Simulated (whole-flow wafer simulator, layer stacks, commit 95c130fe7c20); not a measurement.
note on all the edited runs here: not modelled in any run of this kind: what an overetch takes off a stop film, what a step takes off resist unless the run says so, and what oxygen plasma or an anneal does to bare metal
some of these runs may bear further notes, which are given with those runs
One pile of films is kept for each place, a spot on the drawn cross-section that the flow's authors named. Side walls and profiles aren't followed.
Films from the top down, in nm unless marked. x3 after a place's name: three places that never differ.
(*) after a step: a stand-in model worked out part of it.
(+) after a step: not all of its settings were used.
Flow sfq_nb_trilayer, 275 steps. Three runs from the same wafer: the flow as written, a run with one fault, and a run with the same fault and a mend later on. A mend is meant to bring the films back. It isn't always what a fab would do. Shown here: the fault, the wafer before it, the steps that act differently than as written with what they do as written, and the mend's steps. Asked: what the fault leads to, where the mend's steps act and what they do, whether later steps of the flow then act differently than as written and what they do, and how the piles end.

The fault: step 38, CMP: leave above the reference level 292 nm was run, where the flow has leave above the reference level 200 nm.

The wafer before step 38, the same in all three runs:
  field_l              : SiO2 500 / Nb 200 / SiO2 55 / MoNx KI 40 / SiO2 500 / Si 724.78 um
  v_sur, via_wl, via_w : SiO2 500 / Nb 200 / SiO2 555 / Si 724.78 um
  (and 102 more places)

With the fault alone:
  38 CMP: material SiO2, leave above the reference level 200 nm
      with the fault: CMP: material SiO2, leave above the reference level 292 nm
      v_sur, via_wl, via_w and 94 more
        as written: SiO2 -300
        with the fault: SiO2 -208
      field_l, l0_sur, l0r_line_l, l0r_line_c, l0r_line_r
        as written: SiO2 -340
        with the fault: SiO2 -248
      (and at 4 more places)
  Later steps of the flow that act differently than as written (4 more steps differ only slightly, by at most 2% or 0.5 nm, whichever is larger, and aren't shown):
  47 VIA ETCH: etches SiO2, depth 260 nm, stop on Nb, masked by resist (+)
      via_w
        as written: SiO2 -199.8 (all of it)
        with the fault: SiO2 -260
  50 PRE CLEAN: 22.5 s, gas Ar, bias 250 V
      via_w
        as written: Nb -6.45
        with the fault: SiO2 -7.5
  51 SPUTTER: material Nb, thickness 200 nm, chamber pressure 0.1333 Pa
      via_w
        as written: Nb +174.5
        with the fault: Nb +163.1 (new film)
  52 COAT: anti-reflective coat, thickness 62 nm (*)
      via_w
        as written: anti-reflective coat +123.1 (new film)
        with the fault: anti-reflective coat +136.1 (new film)
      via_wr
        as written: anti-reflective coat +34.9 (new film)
        with the fault: anti-reflective coat +33.2 (new film)
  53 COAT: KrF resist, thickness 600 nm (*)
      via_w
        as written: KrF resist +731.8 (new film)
        with the fault: KrF resist +781.6 (new film)
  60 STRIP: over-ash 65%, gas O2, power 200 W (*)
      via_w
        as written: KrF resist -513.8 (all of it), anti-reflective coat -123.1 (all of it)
        with the fault: KrF resist -563.6 (all of it), anti-reflective coat -136.1 (all of it)
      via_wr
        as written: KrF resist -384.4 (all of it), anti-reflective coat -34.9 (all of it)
        with the fault: KrF resist -378.6 (all of it), anti-reflective coat -33.2 (all of it)
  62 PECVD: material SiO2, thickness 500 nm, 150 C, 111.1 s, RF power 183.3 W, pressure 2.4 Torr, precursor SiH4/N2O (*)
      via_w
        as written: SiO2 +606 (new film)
        with the fault: SiO2 +678.7 (new film)
  At the end the piles differ from the flow's by more than 2% or 0.5 nm, whichever is larger, at field_l, v_sur, via_wl and 103 more.
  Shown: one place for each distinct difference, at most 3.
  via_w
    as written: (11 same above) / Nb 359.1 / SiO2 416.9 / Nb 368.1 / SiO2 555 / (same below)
    with the fault: (11 same above) / Nb 359.1 / SiO2 489.6 / Nb 163.1 / SiO2 24.3 / Nb 200 / SiO2 555 / (same below)
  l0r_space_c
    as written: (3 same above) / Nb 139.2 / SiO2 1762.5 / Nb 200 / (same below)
    with the fault: (3 same above) / Nb 139.2 / SiO2 1854.5 / Nb 200 / (same below)
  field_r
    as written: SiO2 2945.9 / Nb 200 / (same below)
    with the fault: SiO2 3037.9 / Nb 200 / (same below)

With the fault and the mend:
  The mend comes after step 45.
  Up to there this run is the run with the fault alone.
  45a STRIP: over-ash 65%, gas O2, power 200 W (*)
      field_l, v_sur, via_wl and 102 more
        KrF resist -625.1 (all of it), anti-reflective coat -62 (all of it)
      via_w
        anti-reflective coat -62 (all of it)
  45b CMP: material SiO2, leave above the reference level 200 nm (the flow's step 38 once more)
      field_l, v_sur, via_wl and 103 more
        SiO2 -92
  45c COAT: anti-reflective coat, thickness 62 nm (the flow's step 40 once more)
      field_l, v_sur, via_wl and 103 more
        anti-reflective coat +62 (new film)
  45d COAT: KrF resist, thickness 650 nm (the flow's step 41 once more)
      field_l, v_sur, via_wl and 103 more
        KrF resist +650 (new film)
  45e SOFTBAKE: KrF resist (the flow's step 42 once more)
      changes no film at any place that is followed
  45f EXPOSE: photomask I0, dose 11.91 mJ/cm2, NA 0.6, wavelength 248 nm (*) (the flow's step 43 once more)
      changes no film at any place that is followed
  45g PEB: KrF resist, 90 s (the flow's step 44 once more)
      field_l, v_sur, via_wl and 103 more
        KrF resist -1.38
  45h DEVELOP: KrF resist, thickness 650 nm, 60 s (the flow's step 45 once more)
      field_l, v_sur, via_wl and 102 more
        KrF resist -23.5
      via_w
        KrF resist -648.6 (all of it)
  No later step of the flow acts differently than as written at any place that is followed.
  At the end the piles are the same as the flow's at every place that both follow.
